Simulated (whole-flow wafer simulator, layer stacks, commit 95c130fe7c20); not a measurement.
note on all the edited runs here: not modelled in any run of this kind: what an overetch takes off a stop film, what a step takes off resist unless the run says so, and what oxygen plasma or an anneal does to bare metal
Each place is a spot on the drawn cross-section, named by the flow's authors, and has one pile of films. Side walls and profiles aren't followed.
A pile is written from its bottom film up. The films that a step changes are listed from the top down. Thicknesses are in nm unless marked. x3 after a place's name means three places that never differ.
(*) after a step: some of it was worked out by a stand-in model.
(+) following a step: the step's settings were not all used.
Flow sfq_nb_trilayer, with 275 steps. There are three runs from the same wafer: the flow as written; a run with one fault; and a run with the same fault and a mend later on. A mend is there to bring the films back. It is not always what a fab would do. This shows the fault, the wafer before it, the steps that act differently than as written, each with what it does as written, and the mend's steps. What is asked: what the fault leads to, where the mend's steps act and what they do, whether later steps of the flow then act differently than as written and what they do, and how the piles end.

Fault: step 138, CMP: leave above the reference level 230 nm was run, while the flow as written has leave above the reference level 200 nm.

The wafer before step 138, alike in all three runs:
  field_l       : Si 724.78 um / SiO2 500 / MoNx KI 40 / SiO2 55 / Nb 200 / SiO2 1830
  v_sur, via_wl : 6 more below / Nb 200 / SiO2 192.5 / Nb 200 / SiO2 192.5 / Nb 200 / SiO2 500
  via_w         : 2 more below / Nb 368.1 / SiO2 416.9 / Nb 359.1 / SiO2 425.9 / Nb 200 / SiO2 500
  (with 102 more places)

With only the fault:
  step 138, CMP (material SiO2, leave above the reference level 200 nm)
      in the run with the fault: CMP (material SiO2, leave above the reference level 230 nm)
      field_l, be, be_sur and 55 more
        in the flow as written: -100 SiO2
        in the run with the fault: -70 SiO2
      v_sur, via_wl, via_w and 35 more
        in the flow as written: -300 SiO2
        in the run with the fault: -270 SiO2
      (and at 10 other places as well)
  Later steps of the flow acting differently than as written (not shown: 5 more steps that differ only slightly, by at most 2% or 0.5 nm, whichever is larger):
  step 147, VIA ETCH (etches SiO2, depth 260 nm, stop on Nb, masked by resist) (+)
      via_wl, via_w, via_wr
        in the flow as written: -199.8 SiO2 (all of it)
        in the run with the fault: -229.8 SiO2 (all of it)
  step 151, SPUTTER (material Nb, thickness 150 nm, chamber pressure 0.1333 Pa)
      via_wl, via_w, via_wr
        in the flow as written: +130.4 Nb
        in the run with the fault: +126.9 Nb
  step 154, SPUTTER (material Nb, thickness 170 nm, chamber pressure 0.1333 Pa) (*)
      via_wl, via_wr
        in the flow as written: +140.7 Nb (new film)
        in the run with the fault: +135.4 Nb (new film)
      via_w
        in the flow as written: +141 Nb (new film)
        in the run with the fault: +135.7 Nb (new film)
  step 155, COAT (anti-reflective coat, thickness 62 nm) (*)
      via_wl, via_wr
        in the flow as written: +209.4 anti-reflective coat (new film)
        in the run with the fault: +240.1 anti-reflective coat (new film)
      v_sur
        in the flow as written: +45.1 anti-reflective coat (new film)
        in the run with the fault: +44 anti-reflective coat (new film)
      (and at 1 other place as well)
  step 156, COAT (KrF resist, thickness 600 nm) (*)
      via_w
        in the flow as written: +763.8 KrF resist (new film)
        in the run with the fault: +791.5 KrF resist (new film)
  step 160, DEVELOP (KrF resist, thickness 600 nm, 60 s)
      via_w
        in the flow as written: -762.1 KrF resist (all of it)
        in the run with the fault: -789.8 KrF resist (all of it)
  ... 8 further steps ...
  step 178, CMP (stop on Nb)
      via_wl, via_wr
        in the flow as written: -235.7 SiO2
        in the run with the fault: -227.2 SiO2
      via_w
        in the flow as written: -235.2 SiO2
        in the run with the fault: -227.2 SiO2
  At v_sur, via_wl, via_w and 36 more, the piles at the end differ from the flow's by more than 2% or 0.5 nm, whichever is larger.
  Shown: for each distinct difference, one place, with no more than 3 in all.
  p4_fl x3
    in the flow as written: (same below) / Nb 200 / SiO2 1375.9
    in the run with the fault: (same below) / Nb 200 / SiO2 1405.9
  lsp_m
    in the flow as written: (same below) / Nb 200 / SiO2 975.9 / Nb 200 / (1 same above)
    in the run with the fault: (same below) / Nb 200 / SiO2 1005.9 / Nb 200 / (1 same above)
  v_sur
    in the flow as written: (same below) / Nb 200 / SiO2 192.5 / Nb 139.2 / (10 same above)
    in the run with the fault: (same below) / Nb 200 / SiO2 222.5 / Nb 139.2 / (10 same above)

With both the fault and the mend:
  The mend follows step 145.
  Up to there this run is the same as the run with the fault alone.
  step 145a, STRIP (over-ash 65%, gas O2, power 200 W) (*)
      field_l, v_sur, via_sp and 100 more
        -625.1 KrF resist (all of it), -62 anti-reflective coat (all of it)
      via_wl, via_w, via_wr
        -62 anti-reflective coat (all of it)
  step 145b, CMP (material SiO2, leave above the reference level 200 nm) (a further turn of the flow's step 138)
      field_l, v_sur, via_wl and 103 more
        -30 SiO2
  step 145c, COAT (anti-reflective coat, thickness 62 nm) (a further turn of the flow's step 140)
      field_l, v_sur, via_wl and 103 more
        +62 anti-reflective coat (new film)
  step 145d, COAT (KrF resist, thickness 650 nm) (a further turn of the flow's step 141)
      field_l, v_sur, via_wl and 103 more
        +650 KrF resist (new film)
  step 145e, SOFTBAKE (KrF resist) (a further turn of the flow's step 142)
      leaves every film unchanged at each place that is followed
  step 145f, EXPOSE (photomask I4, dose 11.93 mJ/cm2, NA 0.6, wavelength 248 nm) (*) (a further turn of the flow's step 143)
      leaves every film unchanged at each place that is followed
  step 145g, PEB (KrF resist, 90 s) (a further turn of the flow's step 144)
      field_l, v_sur, via_wl and 103 more
        -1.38 KrF resist
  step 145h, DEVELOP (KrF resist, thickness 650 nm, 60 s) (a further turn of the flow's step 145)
      field_l, v_sur, via_sp and 100 more
        -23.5 KrF resist
      via_wl, via_w, via_wr
        -648.6 KrF resist (all of it)
  Every later step of the flow that is run acts as written at every place that is followed.
  By the end, the piles equal the flow's at every place that both follow.
